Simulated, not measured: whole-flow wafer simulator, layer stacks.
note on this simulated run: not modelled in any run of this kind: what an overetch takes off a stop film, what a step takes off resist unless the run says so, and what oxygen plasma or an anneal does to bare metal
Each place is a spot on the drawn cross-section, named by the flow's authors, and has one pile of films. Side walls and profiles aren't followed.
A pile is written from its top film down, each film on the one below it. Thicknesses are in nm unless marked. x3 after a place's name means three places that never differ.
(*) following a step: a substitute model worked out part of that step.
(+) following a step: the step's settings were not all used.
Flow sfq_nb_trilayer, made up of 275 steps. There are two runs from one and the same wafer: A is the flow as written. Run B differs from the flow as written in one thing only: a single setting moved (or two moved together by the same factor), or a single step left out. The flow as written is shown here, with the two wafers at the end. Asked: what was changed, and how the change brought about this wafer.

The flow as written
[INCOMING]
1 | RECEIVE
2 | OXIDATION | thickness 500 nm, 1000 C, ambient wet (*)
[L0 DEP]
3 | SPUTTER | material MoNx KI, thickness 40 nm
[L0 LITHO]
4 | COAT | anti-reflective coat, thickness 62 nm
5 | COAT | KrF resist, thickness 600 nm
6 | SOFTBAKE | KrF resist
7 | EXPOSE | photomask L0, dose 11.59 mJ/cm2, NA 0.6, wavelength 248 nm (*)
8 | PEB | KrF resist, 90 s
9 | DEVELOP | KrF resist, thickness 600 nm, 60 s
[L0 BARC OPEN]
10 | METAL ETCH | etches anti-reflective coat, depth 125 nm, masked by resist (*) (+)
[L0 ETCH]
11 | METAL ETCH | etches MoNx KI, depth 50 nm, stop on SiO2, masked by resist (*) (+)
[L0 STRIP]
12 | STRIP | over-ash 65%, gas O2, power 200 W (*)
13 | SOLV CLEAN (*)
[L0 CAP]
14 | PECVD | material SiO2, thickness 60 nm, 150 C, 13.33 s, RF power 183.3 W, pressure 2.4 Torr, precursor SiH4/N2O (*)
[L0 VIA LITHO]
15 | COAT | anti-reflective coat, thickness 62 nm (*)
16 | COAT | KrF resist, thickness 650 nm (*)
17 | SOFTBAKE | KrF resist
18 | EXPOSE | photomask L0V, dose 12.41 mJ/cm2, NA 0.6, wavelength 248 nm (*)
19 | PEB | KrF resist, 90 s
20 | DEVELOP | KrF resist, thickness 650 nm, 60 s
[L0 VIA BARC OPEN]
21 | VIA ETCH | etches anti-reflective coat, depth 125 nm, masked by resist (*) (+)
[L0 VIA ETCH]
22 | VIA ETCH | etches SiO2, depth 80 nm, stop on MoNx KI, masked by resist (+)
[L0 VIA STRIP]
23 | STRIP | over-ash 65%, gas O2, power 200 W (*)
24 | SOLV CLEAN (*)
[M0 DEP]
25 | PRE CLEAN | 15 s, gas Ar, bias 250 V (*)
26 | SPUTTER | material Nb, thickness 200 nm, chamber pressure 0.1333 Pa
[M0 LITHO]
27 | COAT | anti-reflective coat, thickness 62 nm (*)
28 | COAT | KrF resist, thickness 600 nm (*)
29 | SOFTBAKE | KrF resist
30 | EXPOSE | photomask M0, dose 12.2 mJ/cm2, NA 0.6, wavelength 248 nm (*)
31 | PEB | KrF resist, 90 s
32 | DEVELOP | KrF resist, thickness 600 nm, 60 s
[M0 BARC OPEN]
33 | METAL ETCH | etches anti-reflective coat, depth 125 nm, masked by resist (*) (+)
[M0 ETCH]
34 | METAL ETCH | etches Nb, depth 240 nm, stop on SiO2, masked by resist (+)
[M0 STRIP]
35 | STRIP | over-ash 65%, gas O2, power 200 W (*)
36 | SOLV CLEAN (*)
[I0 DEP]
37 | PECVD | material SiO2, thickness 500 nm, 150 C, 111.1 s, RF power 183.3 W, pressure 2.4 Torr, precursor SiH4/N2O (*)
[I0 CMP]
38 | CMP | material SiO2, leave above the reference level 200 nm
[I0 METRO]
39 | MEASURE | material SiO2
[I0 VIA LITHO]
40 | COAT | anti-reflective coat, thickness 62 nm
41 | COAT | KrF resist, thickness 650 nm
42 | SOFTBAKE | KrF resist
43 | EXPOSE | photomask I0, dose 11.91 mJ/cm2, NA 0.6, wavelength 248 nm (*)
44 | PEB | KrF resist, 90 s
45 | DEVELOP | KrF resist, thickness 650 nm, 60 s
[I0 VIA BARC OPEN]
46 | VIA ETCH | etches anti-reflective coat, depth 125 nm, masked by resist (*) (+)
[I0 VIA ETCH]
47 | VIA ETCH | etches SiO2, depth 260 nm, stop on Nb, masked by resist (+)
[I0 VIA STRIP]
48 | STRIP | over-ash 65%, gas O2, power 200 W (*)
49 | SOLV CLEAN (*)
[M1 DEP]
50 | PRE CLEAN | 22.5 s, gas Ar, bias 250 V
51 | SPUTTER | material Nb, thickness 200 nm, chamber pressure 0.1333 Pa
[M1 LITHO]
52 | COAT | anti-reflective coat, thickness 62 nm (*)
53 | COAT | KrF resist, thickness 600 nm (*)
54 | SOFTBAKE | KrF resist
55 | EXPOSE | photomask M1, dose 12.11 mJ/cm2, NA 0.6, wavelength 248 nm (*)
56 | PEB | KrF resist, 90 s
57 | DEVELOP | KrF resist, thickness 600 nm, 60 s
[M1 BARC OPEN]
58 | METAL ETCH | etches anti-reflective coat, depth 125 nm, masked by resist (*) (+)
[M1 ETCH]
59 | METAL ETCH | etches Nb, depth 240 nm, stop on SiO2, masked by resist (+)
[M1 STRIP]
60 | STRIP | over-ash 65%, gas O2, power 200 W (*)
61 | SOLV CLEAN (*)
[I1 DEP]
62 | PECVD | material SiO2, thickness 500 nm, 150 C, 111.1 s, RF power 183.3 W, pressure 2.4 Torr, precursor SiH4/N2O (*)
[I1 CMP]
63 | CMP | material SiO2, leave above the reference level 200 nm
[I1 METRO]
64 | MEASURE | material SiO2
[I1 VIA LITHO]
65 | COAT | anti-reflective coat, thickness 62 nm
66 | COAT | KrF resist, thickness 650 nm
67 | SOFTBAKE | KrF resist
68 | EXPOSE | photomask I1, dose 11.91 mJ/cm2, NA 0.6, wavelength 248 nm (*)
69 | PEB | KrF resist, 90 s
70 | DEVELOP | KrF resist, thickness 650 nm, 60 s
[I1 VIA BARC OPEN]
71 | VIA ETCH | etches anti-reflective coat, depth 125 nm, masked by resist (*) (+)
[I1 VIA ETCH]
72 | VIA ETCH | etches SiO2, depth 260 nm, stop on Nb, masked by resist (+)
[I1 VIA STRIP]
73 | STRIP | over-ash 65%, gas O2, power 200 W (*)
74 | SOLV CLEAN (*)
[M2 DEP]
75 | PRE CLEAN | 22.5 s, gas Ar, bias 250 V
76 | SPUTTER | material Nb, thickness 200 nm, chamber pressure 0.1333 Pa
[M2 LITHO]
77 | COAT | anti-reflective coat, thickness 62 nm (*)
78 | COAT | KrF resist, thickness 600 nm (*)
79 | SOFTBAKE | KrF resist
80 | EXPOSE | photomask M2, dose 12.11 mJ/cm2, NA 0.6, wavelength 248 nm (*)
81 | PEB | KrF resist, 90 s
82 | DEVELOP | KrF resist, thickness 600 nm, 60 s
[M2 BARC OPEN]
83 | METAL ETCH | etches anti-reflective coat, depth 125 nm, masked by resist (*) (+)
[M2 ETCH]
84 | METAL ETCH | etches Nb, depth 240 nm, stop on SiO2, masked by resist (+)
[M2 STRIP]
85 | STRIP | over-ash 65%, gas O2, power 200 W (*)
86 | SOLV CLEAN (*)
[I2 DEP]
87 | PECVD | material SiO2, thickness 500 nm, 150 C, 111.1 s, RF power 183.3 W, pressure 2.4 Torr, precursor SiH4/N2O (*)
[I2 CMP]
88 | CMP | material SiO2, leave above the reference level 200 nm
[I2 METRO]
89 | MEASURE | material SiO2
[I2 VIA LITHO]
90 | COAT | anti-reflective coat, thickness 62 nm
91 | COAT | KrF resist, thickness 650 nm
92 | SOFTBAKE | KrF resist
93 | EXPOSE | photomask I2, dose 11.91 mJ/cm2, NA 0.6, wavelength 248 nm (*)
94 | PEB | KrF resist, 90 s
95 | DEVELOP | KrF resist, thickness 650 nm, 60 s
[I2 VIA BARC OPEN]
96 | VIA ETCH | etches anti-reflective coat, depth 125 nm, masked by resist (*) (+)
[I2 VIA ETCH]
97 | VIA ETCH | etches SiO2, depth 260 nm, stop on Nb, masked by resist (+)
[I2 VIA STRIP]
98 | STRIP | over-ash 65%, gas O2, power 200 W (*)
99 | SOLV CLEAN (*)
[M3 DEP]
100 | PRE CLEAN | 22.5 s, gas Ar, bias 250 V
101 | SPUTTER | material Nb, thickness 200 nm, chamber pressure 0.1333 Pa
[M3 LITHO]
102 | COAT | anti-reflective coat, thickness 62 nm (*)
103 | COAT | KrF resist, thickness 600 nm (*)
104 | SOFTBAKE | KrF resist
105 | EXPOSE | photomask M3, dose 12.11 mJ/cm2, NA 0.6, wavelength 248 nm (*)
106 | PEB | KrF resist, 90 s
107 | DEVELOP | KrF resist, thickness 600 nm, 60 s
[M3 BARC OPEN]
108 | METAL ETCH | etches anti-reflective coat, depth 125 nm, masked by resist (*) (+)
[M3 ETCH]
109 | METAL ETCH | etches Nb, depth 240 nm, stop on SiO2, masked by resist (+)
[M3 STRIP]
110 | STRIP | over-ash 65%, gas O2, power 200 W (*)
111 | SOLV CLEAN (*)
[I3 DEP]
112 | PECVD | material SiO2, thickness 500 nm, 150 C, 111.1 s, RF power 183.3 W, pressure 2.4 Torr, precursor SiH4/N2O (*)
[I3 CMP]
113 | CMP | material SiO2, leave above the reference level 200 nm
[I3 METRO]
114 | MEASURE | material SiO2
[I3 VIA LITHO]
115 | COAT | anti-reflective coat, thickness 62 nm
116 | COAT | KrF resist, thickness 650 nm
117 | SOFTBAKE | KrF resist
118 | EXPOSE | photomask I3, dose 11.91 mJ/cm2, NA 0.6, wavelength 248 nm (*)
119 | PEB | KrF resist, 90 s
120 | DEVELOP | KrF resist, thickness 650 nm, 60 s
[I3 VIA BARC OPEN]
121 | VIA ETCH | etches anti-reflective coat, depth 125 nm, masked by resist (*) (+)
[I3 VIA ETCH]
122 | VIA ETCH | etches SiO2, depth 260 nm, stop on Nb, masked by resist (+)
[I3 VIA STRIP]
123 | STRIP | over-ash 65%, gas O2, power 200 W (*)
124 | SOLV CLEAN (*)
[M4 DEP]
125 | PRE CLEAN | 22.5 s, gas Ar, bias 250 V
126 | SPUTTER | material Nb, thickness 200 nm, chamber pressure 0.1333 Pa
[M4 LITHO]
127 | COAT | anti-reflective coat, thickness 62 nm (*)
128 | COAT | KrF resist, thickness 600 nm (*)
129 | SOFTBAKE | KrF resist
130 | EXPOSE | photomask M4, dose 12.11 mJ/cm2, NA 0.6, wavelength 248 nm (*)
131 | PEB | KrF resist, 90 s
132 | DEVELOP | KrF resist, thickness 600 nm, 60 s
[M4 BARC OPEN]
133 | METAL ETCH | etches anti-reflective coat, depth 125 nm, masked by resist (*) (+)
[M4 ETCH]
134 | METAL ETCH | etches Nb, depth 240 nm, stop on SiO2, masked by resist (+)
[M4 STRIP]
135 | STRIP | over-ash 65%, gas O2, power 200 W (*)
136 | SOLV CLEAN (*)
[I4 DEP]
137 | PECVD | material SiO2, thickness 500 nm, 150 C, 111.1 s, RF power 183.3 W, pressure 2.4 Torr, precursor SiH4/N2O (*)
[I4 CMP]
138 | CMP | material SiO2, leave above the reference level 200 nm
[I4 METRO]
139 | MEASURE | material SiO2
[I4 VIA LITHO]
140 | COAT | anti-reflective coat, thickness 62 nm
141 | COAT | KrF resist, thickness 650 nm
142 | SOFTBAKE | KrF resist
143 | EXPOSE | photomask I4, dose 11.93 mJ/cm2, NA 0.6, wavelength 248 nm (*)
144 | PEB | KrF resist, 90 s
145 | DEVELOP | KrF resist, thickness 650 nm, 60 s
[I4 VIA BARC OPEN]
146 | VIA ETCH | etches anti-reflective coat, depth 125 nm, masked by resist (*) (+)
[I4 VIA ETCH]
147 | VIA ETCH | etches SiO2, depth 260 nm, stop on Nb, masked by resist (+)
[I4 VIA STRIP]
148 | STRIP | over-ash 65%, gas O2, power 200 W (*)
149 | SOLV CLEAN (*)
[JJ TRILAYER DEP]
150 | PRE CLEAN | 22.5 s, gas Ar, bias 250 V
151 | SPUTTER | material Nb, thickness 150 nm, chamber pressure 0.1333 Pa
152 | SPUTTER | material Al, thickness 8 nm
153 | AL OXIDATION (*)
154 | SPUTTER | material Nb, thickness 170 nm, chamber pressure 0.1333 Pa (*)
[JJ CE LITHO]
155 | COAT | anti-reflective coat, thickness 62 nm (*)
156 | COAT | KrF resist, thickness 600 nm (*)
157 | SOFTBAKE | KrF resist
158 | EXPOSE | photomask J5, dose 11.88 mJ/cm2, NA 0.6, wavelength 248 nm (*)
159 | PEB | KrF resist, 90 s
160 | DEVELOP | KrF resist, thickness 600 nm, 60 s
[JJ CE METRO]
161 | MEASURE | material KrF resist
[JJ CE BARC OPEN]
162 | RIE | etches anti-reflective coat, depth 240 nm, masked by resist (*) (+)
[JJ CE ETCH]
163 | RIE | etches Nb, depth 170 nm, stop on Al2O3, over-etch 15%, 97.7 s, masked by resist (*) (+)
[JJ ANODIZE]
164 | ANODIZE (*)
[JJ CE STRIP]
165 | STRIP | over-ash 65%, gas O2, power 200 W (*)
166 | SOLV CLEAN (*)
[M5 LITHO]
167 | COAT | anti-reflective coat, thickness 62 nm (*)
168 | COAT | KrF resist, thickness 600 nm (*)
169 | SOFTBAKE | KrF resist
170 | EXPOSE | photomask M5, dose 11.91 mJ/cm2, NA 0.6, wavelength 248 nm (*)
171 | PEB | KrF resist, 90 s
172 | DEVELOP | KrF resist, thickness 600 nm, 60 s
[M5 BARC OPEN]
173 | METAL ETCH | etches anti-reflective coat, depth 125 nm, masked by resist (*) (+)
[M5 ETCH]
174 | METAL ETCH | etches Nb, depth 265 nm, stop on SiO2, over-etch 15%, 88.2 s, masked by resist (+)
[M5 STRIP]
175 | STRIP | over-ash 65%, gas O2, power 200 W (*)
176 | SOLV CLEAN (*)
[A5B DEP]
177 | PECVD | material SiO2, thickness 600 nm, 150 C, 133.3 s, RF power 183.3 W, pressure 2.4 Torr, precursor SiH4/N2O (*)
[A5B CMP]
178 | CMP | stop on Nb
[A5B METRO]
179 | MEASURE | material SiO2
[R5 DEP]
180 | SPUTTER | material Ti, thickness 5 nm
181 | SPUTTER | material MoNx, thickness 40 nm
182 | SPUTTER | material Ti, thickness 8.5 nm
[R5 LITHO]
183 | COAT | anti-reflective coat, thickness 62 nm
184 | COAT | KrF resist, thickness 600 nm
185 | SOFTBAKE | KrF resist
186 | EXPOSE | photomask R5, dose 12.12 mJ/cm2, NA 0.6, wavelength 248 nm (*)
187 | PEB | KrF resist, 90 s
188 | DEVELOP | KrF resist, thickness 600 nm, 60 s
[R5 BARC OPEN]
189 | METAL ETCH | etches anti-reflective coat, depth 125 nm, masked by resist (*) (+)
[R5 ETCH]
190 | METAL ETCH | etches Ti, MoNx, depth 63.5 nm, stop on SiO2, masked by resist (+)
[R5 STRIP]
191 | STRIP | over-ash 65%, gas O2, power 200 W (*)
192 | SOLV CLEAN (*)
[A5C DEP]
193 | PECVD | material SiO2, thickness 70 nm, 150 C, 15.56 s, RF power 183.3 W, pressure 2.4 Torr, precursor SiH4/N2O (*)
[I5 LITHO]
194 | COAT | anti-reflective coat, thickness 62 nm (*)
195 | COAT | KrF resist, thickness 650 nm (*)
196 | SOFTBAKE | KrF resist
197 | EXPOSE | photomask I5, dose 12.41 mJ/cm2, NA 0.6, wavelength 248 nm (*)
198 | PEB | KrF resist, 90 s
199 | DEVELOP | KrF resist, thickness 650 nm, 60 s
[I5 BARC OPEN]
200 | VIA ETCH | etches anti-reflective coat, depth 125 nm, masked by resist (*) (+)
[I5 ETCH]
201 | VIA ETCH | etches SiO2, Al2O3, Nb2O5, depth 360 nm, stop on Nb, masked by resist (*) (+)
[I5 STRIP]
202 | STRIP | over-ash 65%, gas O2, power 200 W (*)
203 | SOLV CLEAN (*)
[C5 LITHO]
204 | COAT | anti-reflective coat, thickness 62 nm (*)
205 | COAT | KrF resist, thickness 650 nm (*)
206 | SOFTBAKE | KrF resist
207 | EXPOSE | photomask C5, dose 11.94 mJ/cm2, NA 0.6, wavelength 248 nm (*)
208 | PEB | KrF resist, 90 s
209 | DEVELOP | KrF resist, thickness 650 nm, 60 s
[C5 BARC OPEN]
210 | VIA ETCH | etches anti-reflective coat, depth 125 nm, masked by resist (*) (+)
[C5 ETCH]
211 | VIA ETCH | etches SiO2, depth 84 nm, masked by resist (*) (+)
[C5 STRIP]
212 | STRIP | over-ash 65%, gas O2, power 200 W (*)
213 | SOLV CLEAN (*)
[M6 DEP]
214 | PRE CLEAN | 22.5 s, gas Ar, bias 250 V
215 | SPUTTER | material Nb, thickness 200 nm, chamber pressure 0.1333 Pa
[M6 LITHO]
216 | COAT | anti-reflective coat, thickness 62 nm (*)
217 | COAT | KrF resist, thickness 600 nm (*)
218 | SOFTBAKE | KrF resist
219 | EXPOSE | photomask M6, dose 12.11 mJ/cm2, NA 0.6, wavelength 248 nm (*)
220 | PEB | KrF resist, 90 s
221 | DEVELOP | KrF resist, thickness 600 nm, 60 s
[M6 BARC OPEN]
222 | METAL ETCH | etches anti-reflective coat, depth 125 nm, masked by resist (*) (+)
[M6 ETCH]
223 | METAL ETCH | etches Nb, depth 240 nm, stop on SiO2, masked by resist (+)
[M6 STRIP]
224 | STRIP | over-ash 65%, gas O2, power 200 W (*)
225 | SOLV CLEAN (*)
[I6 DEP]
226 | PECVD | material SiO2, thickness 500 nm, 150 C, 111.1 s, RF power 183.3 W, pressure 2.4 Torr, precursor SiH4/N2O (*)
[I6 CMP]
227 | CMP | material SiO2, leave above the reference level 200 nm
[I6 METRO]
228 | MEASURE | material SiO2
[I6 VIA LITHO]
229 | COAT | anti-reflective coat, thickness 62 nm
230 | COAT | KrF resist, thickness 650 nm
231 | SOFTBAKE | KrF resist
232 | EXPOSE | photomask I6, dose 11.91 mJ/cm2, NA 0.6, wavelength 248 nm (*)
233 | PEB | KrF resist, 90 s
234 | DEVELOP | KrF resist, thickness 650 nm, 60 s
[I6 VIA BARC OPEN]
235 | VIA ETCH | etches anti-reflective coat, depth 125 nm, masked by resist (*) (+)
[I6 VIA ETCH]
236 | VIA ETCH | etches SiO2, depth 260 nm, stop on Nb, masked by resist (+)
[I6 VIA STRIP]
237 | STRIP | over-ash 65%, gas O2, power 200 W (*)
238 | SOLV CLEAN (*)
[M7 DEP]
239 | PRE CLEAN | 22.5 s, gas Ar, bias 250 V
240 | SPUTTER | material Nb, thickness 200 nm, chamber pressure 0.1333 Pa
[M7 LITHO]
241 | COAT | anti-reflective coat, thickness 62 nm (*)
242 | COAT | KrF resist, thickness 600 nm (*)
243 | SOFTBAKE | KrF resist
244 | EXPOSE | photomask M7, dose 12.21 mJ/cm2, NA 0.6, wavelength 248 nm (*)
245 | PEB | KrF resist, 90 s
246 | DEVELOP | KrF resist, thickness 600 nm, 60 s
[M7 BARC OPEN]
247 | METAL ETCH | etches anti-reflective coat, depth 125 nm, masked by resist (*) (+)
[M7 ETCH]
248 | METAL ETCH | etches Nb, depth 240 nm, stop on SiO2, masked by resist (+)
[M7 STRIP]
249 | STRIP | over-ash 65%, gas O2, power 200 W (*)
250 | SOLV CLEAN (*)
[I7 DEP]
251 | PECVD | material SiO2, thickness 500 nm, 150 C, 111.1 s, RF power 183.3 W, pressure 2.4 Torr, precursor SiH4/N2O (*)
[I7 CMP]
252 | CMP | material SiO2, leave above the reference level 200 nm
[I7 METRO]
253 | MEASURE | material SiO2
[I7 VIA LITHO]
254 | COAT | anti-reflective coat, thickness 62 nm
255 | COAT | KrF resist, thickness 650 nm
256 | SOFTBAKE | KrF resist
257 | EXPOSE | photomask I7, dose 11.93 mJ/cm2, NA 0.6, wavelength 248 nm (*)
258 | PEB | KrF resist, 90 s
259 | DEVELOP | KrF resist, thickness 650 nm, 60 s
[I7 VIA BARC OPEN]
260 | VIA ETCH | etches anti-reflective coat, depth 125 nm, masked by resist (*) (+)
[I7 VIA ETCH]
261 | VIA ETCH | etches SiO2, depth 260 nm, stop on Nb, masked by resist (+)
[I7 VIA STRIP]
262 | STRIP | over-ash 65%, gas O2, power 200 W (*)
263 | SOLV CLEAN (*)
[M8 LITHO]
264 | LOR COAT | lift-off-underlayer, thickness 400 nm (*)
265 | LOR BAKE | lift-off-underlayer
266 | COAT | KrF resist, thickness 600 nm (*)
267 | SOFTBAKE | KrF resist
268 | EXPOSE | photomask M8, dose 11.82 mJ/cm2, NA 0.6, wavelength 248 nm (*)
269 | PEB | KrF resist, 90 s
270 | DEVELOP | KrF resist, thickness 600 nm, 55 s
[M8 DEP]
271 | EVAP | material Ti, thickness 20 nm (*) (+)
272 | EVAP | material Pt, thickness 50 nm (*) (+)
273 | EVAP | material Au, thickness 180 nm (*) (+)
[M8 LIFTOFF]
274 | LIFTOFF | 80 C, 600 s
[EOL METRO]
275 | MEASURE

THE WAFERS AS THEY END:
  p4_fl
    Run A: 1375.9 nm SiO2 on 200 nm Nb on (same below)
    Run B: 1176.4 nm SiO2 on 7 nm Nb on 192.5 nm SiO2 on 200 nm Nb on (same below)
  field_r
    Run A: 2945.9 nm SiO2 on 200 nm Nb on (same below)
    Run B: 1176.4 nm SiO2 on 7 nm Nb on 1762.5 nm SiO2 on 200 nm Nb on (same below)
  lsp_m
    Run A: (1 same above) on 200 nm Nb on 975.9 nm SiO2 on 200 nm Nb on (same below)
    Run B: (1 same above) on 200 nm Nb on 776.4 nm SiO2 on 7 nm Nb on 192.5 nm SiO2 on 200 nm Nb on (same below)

Cause: step 174, METAL ETCH: depth 152 nm was run, though the flow has depth 265 nm; step 174, METAL ETCH: 50.7 s was run, where the flow has 88.2 s.

Step by step, how the change led to this:
  174 | METAL ETCH | etches Nb, depth 265 nm, stop on SiO2, over-etch 15%, 88.2 s, masked by resist (+)
      field_l, r_sur, res and 50 more: A -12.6 Al2O3 (all of it), -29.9 Nb2O5 (all of it), -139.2 Nb (all of it), -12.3 SiO2 | B -12.6 Al2O3 (all of it), -29.9 Nb2O5 (all of it), -132.2 Nb
      v_sur, via_wl, via_w and 50 more: A -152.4 KrF resist | B -87.4 KrF resist
  175 | STRIP | over-ash 65%, gas O2, power 200 W (*)
      l0r_line_l, l0r_line_c, l0r_space_c and 27 more: A -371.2 KrF resist (all of it), -62 anti-reflective coat (all of it) | B -436.2 KrF resist (all of it), -62 anti-reflective coat (all of it)
      v_sur: A -349.2 KrF resist (all of it), -44.9 anti-reflective coat (all of it) | B -414.1 KrF resist (all of it), -44.9 anti-reflective coat (all of it)
      (and at 22 other places as well)
  177 | PECVD | material SiO2, thickness 600 nm, 150 C, 133.3 s, RF power 183.3 W, pressure 2.4 Torr, precursor SiH4/N2O (*)
      field_l, p4_fl, p4_fm and 39 more: A +600 SiO2 | B +600 SiO2 (new film)
      r_sur, res, r_end, moat, field_r, lsp_l: A +592.9 SiO2 | B +593.6 SiO2 (new film)
      (and at 5 other places as well)
  178 | CMP | stop on Nb
      field_l, p4_fl, p4_fm and 39 more: A -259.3 SiO2 | B -278.6 SiO2
      r_sur, res, r_end, moat, field_r, lsp_l: A -252.3 SiO2 | B -272.3 SiO2
      (and at 5 other places as well)
If metal films that touch count as one body, p4_fl has 3 bodies (between them, from the top down: SiO2 192.5; SiO2 1370); the flow as written gives 2 bodies (between them, from the top down: SiO2 1370).
If metal films that touch count as one body, field_r has 2 bodies (between them, from the top down: SiO2 1762.5); the flow as written gives 1 body.
If metal films that touch count as one body, lsp_m has 4 bodies (between them, from the top down: SiO2 776.4; SiO2 192.5; SiO2 1370); the flow as written gives 3 bodies (between them, from the top down: SiO2 975.9; SiO2 1370).
